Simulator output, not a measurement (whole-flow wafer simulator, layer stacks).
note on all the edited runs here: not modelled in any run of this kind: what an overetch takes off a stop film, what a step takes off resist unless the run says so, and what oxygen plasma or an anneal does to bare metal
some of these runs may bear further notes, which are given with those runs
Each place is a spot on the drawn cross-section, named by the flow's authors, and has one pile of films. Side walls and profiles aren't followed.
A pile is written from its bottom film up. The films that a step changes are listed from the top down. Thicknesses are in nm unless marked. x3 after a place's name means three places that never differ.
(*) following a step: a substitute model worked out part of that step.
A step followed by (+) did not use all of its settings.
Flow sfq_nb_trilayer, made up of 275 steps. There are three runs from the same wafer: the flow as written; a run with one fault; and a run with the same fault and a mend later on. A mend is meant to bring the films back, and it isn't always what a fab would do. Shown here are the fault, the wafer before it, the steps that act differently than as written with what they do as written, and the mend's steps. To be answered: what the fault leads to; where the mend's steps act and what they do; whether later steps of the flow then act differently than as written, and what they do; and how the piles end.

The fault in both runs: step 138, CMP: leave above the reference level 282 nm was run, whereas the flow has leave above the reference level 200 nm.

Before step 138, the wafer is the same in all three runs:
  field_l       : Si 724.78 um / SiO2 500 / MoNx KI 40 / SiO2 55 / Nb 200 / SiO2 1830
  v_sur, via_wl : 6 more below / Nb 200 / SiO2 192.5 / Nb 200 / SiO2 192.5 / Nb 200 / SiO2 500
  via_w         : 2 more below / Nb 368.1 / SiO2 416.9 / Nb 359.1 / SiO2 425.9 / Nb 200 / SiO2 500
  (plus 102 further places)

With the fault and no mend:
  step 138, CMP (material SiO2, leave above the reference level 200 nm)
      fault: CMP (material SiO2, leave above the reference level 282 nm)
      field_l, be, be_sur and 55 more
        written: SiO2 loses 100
        fault: SiO2 loses 18
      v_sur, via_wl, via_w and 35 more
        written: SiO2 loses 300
        fault: SiO2 loses 218
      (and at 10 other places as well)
  Steps further on in the flow that do not act as written (6 other steps are not shown; they differ only slightly, by no more than 2% or 0.5 nm, whichever is larger):
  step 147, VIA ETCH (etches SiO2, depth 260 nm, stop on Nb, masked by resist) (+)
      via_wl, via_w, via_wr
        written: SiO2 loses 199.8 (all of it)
        fault: SiO2 loses 260
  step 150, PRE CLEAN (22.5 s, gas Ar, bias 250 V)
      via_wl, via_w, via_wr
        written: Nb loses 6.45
        fault: SiO2 loses 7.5
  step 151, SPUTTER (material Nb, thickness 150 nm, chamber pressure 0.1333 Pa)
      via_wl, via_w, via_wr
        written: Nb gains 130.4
        fault: Nb gains 123.3 (new film)
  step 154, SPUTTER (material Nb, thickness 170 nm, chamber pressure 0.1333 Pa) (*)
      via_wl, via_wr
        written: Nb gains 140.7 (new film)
        fault: Nb gains 103.1 (new film)
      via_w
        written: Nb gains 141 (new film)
        fault: Nb gains 136 (new film)
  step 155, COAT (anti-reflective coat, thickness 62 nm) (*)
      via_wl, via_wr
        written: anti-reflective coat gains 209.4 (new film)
        fault: anti-reflective coat gains 321.3 (new film)
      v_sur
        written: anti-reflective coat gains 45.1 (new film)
        fault: anti-reflective coat gains 42.8 (new film)
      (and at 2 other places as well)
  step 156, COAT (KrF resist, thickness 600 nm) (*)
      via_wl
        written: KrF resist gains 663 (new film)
        fault: KrF resist gains 648.6 (new film)
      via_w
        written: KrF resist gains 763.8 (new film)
        fault: KrF resist gains 811.1 (new film)
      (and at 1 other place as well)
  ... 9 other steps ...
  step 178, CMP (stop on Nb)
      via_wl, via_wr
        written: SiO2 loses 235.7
        fault: SiO2 loses 227.2
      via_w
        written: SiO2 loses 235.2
        fault: SiO2 loses 227.2
  The piles end different from the flow's at field_l, v_sur, via_wl and 103 more by more than 2% or 0.5 nm, whichever is larger.
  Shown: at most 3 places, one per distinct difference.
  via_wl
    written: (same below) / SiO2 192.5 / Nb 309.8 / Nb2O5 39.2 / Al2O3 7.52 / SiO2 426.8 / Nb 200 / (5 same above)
    fault: (same below) / SiO2 192.5 / Nb 200 / SiO2 14.3 / Nb 123.3 / Al 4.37 / Al2O3 0.96 / Nb2O5 52.6 / SiO2 469.8 / Nb 200 / (5 same above)
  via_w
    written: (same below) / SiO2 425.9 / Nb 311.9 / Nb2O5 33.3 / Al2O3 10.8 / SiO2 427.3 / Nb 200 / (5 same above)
    fault: (same below) / SiO2 425.9 / Nb 200 / SiO2 14.3 / Nb 110.8 / Nb2O5 34.7 / Al2O3 10.1 / SiO2 495.5 / Nb 200 / (5 same above)
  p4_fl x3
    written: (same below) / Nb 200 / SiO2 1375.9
    fault: (same below) / Nb 200 / SiO2 1457.9

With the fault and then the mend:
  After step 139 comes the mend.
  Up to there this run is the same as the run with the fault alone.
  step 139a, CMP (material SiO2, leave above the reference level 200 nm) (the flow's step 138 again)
      field_l, v_sur, via_wl and 103 more
        SiO2 loses 82
  None of the later steps of the flow acts differently than as written at any place that is followed.
  At every place that both follow, the piles at the end match the flow's.
